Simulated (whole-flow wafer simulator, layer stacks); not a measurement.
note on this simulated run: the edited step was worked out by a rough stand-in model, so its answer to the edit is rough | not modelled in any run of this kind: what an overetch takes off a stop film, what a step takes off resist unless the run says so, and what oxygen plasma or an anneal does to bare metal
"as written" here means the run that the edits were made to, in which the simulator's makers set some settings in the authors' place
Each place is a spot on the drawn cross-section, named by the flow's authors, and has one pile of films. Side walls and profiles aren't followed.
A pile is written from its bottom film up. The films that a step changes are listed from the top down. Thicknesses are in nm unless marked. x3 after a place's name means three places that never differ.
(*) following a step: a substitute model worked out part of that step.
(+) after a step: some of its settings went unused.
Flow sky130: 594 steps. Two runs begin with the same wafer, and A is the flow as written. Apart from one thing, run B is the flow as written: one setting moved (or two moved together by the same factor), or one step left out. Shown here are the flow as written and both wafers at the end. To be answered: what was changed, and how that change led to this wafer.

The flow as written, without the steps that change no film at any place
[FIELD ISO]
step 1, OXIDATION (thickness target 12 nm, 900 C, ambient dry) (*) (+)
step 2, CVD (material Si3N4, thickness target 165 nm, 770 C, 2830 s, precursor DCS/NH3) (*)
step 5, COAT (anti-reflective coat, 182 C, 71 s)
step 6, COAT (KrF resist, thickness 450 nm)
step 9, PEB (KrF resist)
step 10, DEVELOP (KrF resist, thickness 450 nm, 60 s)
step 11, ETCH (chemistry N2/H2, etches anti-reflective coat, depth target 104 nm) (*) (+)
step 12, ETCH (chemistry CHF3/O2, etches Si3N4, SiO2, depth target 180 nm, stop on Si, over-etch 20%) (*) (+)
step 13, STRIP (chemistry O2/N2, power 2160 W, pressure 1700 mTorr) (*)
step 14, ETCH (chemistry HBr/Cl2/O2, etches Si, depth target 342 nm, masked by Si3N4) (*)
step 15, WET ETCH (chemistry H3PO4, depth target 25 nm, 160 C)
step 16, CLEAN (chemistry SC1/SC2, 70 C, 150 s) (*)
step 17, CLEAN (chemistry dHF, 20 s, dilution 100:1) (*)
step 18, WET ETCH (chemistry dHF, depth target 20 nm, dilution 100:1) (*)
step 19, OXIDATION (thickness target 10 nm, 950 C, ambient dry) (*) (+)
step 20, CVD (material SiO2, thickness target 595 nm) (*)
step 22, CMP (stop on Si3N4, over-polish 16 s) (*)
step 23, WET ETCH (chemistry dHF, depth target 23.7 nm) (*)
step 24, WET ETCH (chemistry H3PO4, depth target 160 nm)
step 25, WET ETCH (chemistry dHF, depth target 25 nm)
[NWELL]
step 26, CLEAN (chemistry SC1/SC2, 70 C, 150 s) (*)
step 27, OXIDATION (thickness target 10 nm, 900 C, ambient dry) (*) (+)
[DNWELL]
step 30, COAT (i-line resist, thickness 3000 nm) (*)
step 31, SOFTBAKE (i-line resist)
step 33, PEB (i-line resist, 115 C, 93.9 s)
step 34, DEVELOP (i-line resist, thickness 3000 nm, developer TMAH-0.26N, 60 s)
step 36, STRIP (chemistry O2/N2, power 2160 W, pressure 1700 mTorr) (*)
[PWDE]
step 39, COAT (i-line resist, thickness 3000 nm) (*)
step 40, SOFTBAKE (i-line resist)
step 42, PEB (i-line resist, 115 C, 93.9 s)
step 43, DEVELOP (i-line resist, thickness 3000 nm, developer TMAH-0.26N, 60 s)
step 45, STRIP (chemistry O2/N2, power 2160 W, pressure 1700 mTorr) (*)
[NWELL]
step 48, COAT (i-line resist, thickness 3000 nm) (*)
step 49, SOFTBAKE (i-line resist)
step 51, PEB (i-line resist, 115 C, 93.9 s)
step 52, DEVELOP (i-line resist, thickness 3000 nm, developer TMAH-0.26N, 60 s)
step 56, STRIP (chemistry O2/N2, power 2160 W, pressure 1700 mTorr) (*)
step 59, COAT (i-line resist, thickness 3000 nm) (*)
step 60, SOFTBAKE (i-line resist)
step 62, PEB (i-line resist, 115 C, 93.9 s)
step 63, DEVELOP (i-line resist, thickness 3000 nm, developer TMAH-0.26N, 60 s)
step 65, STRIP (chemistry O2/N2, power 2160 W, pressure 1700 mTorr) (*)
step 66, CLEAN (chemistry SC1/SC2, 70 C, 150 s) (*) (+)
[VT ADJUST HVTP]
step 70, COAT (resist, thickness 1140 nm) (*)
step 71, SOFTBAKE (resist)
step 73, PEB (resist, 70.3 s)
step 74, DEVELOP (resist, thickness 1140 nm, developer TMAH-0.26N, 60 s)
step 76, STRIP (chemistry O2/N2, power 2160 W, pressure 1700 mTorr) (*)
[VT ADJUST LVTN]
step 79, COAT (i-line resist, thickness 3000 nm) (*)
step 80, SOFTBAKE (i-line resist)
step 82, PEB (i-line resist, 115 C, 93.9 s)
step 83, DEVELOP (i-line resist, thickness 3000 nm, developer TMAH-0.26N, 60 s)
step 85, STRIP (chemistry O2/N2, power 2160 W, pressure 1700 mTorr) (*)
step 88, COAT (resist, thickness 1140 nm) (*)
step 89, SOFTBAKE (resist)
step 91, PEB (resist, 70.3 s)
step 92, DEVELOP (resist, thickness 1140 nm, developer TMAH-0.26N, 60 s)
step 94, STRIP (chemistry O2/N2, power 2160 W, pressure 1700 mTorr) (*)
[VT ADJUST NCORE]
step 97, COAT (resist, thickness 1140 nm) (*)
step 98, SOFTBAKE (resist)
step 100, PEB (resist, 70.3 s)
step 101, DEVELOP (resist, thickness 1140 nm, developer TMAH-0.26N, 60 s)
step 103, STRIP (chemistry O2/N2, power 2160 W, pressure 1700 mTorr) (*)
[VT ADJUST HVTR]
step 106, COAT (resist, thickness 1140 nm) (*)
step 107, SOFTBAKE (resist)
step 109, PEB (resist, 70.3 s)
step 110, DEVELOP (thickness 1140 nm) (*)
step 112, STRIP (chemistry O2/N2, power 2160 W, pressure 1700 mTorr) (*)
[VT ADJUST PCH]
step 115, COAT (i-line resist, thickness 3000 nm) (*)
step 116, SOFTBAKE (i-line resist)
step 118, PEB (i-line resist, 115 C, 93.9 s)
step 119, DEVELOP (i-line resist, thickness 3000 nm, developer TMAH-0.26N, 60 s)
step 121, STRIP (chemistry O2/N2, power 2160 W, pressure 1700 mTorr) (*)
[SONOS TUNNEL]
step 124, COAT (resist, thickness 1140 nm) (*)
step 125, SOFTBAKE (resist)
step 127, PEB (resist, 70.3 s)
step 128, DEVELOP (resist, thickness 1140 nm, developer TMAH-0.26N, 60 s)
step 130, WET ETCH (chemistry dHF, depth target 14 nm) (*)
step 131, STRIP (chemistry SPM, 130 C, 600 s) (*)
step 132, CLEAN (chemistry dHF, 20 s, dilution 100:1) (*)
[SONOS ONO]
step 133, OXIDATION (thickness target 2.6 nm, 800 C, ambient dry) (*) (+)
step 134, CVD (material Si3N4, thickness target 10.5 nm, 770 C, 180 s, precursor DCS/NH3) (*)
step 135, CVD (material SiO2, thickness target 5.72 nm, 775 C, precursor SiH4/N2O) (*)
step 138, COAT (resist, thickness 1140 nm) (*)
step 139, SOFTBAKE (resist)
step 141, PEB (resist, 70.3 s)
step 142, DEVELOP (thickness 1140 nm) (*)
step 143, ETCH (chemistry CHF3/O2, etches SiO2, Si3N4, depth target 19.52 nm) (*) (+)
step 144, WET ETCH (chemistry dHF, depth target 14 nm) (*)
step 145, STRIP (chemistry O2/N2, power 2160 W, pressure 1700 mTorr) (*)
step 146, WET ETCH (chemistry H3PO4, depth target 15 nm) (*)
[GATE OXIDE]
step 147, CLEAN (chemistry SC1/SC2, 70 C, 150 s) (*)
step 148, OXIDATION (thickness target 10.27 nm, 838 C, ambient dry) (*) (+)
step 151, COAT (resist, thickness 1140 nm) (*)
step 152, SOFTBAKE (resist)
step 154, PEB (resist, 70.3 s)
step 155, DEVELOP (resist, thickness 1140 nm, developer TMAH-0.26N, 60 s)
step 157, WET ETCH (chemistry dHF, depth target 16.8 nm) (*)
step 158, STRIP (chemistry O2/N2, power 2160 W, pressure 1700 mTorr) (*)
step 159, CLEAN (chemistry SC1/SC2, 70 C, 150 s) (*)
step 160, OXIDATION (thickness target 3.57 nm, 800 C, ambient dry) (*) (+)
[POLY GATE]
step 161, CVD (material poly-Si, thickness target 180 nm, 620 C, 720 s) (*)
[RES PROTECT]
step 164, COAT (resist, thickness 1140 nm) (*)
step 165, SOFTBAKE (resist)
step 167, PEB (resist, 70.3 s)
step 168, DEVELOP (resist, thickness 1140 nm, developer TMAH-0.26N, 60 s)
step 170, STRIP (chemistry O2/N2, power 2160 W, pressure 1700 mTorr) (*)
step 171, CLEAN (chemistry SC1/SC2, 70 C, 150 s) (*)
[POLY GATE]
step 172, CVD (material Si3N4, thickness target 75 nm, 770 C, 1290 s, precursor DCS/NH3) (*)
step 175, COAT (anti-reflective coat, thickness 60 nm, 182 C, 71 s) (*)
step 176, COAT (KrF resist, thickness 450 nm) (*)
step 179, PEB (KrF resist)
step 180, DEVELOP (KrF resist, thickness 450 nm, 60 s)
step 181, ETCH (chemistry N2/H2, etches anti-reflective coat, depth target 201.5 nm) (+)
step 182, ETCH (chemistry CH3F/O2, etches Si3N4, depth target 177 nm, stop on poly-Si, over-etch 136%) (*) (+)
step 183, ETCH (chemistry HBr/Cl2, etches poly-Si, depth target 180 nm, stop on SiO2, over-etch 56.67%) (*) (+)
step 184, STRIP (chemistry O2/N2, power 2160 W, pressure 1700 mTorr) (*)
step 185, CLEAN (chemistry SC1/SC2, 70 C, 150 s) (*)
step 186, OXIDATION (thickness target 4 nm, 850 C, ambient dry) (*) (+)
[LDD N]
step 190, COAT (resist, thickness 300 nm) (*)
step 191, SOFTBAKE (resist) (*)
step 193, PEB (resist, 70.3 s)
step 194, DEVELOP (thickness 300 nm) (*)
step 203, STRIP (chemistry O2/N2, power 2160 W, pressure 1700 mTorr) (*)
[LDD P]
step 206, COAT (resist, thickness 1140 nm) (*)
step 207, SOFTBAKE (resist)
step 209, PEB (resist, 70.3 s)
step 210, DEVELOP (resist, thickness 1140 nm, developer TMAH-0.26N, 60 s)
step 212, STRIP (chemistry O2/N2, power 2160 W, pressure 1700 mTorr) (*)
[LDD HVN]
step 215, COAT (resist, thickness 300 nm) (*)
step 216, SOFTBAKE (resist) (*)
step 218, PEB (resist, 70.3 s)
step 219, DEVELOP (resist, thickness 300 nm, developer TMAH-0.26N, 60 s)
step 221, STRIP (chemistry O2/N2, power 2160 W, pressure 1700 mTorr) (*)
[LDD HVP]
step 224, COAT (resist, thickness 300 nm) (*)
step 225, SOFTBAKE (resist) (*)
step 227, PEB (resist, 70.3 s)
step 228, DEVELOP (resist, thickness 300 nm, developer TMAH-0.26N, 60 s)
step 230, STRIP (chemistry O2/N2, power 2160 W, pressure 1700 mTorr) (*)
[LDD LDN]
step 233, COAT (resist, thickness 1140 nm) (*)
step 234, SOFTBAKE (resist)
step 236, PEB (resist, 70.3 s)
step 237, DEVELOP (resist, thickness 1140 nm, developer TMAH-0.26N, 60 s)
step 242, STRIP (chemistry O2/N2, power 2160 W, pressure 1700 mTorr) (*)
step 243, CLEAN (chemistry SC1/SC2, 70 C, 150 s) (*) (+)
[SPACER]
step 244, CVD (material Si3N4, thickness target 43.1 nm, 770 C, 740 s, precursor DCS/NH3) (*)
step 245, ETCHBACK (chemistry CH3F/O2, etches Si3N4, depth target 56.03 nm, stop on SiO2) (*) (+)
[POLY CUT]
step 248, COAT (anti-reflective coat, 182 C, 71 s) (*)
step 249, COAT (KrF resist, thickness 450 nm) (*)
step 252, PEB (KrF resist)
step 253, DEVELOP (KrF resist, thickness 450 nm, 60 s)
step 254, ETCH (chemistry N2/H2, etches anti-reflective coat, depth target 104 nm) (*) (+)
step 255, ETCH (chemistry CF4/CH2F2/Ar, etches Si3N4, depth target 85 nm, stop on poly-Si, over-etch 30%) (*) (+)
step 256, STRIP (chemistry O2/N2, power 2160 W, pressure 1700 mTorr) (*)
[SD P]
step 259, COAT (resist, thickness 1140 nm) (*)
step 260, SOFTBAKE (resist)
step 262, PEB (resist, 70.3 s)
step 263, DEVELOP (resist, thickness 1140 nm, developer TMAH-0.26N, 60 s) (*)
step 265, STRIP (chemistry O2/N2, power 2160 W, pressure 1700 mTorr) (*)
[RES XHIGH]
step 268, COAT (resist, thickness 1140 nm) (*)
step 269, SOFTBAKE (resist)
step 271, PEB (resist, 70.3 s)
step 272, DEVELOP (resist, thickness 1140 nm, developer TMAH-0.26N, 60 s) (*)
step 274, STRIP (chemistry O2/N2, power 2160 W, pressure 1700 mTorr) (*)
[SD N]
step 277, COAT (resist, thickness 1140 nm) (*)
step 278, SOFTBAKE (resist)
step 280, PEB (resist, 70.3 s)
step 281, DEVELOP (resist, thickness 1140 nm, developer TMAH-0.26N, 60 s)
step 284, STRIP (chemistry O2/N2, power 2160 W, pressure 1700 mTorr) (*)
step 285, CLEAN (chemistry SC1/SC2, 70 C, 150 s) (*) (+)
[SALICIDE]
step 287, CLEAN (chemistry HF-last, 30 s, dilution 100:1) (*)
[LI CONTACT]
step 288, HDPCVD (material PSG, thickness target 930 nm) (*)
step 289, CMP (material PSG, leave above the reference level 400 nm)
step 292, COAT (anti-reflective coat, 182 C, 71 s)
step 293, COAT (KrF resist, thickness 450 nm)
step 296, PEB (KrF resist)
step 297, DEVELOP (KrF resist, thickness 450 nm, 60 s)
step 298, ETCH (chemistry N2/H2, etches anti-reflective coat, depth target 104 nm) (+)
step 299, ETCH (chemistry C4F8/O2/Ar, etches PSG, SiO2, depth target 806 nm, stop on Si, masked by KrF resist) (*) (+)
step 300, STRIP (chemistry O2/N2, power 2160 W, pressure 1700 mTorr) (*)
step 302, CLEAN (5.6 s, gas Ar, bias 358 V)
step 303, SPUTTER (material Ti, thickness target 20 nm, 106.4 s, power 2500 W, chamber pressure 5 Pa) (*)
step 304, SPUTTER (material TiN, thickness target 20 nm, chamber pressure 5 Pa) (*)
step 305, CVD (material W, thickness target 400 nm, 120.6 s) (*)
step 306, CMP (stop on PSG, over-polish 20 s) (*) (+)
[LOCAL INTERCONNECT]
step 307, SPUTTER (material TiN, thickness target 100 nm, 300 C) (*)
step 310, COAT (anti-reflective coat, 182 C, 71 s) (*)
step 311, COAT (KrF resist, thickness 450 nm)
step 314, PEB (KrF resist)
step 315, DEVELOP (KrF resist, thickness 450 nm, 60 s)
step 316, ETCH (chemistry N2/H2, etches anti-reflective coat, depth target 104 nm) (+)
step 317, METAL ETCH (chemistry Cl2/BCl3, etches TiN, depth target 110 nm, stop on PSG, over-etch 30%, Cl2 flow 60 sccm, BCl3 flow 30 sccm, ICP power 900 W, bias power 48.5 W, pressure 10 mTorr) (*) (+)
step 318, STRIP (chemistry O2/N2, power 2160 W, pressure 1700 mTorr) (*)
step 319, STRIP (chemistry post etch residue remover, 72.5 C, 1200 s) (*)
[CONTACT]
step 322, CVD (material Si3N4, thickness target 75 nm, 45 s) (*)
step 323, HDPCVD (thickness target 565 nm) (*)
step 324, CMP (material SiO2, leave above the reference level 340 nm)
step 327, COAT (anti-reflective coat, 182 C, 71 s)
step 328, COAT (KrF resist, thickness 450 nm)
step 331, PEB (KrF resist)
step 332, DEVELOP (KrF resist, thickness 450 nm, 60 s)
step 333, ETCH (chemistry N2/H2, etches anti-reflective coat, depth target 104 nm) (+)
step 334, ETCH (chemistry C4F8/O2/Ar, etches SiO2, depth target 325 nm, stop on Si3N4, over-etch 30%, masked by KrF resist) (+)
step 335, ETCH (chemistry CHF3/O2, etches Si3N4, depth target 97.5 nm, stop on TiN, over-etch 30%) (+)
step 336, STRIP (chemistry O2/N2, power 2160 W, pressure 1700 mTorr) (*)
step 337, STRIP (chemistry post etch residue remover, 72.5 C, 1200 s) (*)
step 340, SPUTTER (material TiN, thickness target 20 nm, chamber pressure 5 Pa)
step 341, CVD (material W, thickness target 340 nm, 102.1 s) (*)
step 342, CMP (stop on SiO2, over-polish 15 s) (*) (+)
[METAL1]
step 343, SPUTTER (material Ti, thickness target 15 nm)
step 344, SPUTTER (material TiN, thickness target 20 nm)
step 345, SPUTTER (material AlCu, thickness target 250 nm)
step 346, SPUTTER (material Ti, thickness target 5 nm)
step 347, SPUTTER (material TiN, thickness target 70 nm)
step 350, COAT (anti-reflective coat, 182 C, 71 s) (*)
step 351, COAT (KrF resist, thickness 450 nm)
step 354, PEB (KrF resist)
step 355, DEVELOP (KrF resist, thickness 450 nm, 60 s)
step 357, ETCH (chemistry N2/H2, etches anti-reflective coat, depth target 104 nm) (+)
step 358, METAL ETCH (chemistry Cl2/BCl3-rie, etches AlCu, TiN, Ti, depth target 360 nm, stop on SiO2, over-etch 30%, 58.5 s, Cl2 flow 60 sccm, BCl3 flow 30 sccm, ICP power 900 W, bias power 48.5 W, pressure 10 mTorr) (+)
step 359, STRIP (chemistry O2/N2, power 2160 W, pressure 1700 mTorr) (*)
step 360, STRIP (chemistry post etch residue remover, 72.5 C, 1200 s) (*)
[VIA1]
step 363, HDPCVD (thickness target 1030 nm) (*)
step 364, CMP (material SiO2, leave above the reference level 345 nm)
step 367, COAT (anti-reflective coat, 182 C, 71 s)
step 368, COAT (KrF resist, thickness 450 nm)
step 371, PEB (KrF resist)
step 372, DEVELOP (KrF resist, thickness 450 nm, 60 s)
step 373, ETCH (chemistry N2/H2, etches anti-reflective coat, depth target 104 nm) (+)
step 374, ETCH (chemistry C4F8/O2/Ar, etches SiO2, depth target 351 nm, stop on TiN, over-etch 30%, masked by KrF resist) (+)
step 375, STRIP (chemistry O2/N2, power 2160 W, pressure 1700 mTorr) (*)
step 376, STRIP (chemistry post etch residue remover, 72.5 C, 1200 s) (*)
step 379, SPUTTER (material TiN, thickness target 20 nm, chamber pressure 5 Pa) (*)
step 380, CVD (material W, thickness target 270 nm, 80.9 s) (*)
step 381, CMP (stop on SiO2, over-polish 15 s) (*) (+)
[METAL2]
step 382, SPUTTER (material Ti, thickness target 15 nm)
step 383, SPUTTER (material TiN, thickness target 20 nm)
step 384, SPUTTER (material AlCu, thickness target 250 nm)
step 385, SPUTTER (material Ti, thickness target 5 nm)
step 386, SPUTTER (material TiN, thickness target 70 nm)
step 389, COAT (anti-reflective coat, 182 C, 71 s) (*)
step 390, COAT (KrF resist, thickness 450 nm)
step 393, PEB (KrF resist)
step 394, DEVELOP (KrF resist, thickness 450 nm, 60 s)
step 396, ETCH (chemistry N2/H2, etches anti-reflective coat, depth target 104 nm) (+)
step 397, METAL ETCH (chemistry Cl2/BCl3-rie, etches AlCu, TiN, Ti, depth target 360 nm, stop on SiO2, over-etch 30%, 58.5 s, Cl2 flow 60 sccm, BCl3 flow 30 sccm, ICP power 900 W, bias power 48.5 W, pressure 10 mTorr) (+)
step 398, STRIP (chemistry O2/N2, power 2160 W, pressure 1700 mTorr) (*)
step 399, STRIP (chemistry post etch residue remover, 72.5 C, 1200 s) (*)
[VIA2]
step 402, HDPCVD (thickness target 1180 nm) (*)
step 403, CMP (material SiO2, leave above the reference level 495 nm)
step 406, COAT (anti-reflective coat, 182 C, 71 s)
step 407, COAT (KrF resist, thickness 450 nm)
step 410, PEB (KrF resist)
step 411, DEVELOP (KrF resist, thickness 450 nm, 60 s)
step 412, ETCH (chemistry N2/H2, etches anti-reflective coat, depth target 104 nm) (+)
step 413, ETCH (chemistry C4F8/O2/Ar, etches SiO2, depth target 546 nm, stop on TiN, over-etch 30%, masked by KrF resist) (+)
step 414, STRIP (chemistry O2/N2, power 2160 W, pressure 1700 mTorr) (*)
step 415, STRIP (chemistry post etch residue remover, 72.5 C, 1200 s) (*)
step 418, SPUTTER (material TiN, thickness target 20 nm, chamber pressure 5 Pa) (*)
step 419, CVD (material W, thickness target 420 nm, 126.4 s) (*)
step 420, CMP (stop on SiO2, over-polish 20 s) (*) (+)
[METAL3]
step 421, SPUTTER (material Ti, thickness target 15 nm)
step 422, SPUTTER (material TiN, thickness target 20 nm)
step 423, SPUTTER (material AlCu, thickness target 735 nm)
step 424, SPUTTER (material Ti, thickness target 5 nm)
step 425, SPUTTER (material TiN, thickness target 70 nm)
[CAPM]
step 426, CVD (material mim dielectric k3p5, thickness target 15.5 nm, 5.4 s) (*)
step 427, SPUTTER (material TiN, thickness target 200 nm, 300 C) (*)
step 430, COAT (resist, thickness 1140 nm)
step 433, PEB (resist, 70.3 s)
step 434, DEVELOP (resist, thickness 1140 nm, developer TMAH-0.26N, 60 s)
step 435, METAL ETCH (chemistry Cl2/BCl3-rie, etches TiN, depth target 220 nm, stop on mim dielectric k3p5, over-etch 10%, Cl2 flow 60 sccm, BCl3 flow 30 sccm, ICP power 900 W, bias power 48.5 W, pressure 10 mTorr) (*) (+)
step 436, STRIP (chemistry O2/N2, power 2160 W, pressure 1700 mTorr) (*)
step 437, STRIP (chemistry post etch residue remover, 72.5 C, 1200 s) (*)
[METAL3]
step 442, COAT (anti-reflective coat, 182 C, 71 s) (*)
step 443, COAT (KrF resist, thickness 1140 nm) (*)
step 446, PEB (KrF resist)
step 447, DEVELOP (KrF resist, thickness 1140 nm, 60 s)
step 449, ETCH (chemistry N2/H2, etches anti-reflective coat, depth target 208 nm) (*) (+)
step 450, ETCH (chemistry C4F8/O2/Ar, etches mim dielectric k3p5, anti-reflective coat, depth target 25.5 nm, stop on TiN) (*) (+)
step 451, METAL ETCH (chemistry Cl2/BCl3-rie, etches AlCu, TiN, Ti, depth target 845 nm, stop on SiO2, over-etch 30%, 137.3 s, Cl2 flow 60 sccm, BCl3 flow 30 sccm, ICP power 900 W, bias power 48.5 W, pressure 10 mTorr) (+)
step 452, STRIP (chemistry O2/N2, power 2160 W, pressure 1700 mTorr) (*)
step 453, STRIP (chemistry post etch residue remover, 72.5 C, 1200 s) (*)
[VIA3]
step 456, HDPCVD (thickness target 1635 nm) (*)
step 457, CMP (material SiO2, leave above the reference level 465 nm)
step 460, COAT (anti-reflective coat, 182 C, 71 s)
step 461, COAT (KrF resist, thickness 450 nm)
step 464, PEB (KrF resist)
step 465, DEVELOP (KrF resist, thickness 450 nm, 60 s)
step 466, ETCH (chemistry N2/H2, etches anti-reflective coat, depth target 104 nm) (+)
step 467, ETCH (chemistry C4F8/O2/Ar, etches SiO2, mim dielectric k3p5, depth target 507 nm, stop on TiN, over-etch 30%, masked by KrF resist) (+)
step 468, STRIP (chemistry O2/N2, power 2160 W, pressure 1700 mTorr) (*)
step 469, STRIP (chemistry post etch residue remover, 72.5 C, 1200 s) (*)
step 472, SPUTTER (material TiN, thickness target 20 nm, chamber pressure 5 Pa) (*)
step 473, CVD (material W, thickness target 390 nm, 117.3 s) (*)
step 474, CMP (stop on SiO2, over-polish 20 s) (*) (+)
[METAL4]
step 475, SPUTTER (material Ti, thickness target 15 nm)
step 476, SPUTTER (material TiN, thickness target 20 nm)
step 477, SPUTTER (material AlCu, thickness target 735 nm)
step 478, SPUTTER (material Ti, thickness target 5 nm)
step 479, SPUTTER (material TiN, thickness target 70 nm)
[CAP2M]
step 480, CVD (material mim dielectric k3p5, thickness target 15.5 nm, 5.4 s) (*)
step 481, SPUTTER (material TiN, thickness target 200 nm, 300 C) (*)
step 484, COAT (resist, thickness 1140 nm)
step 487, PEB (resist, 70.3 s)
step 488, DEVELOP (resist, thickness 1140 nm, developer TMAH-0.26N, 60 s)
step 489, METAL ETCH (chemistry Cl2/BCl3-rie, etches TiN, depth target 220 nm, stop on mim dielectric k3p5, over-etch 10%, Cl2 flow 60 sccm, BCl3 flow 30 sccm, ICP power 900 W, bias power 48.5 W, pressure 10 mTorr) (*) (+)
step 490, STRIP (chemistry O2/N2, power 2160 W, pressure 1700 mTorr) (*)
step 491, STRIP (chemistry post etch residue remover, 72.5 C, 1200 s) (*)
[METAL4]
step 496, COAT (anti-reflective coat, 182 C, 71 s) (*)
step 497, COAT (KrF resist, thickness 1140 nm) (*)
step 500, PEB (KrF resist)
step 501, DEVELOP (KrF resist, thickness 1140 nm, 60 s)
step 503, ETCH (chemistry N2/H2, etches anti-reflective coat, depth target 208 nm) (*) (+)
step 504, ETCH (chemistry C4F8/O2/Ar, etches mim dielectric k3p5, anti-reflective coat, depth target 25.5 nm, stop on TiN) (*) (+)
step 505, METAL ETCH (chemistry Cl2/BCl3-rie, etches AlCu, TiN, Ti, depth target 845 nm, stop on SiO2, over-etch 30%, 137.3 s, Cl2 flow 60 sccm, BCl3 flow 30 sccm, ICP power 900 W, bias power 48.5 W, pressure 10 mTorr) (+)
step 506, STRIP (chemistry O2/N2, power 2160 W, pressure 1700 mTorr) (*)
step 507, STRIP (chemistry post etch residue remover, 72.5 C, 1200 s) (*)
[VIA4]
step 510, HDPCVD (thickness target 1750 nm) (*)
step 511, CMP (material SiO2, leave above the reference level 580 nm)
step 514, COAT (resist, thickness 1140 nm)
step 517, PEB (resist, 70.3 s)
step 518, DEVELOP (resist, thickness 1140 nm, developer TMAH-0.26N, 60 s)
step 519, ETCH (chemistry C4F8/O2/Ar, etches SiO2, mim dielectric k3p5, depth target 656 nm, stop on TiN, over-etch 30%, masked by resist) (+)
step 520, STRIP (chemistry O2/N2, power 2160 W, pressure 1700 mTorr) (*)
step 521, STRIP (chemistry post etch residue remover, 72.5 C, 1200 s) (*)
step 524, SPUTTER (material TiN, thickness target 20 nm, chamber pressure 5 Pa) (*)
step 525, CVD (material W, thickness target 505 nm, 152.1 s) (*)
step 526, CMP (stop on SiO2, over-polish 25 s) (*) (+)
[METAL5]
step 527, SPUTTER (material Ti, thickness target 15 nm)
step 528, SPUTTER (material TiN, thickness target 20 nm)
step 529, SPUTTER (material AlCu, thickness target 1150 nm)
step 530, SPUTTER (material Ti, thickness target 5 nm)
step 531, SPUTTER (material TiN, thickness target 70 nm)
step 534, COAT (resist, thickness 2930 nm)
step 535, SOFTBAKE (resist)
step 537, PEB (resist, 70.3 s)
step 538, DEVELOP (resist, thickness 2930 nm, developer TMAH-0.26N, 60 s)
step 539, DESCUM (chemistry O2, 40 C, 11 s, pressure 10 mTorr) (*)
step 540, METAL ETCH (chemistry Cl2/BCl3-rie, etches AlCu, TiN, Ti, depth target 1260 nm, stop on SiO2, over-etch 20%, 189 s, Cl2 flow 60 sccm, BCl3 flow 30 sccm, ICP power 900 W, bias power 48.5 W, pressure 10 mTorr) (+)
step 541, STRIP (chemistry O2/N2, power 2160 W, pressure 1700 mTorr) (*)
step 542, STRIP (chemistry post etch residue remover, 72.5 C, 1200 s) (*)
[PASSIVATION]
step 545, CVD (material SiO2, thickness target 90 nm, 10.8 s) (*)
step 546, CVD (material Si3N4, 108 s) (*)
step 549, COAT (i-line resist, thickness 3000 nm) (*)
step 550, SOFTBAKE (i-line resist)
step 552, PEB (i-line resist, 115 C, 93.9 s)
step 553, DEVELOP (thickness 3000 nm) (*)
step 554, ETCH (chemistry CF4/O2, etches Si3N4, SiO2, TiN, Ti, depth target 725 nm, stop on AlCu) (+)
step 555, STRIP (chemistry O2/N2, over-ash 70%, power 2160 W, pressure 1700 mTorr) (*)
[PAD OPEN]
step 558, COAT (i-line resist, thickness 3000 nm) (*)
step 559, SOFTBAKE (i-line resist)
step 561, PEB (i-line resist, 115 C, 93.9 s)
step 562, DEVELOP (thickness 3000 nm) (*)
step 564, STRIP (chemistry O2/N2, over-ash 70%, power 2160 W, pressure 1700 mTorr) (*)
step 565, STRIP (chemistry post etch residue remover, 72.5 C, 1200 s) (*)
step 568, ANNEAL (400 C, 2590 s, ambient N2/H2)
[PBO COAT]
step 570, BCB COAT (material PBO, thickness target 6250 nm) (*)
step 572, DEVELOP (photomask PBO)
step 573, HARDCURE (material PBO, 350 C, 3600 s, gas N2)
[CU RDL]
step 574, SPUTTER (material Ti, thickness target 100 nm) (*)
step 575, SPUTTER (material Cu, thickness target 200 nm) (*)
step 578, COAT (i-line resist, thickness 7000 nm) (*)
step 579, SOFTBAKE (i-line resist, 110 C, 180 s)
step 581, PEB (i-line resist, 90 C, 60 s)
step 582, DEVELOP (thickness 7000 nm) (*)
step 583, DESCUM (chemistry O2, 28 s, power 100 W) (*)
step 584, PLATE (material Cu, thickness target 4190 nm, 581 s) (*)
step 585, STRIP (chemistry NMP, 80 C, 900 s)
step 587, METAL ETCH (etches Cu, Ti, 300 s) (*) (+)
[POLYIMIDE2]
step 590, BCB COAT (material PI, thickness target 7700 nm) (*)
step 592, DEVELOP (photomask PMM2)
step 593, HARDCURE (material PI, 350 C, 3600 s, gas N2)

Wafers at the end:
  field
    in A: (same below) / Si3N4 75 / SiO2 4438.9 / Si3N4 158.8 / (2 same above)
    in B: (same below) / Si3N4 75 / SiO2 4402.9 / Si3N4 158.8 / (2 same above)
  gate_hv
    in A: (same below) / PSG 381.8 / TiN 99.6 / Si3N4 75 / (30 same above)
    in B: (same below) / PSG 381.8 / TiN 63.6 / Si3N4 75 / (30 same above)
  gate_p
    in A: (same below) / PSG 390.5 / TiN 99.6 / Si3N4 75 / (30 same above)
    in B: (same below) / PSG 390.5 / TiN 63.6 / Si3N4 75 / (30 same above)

Cause: step 307, SPUTTER: thickness target 64 nm was run, whereas the flow has thickness target 100 nm.

Step by step, how the change led to this:
  step 307, SPUTTER (material TiN, thickness target 100 nm, 300 C) (*)
      field, active, n_well and 188 more: A TiN gains 100 (new film) | B TiN gains 64 (new film)
  step 317, METAL ETCH (chemistry Cl2/BCl3, etches TiN, depth target 110 nm, stop on PSG, over-etch 30%, Cl2 flow 60 sccm, BCl3 flow 30 sccm, ICP power 900 W, bias power 48.5 W, pressure 10 mTorr) (*) (+)
      n_well, p_well, gate_hv and 97 more: A KrF resist loses 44 | B KrF resist loses 32.6
      field, active, gate and 88 more: A TiN loses 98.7 (all of it) | B TiN loses 62.7 (all of it)
  step 318, STRIP (chemistry O2/N2, power 2160 W, pressure 1700 mTorr) (*)
      n_well, p_well, gate_hv and 92 more: A KrF resist loses 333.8 (all of it), anti-reflective coat loses 80 (all of it) | B KrF resist loses 345.2 (all of it), anti-reflective coat loses 80 (all of it)
      poly_licon, ndiff_licon, ndiff_licon_cpp, rpo_hd_licon: A KrF resist loses 333.9 (all of it), anti-reflective coat loses 80.5 (all of it) | B KrF resist loses 345.3 (all of it), anti-reflective coat loses 80.5 (all of it)
      (and at 1 other place as well)
  step 324, CMP (material SiO2, leave above the reference level 340 nm)
      field, active, gate and 88 more: A SiO2 loses 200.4 | B SiO2 loses 236.4
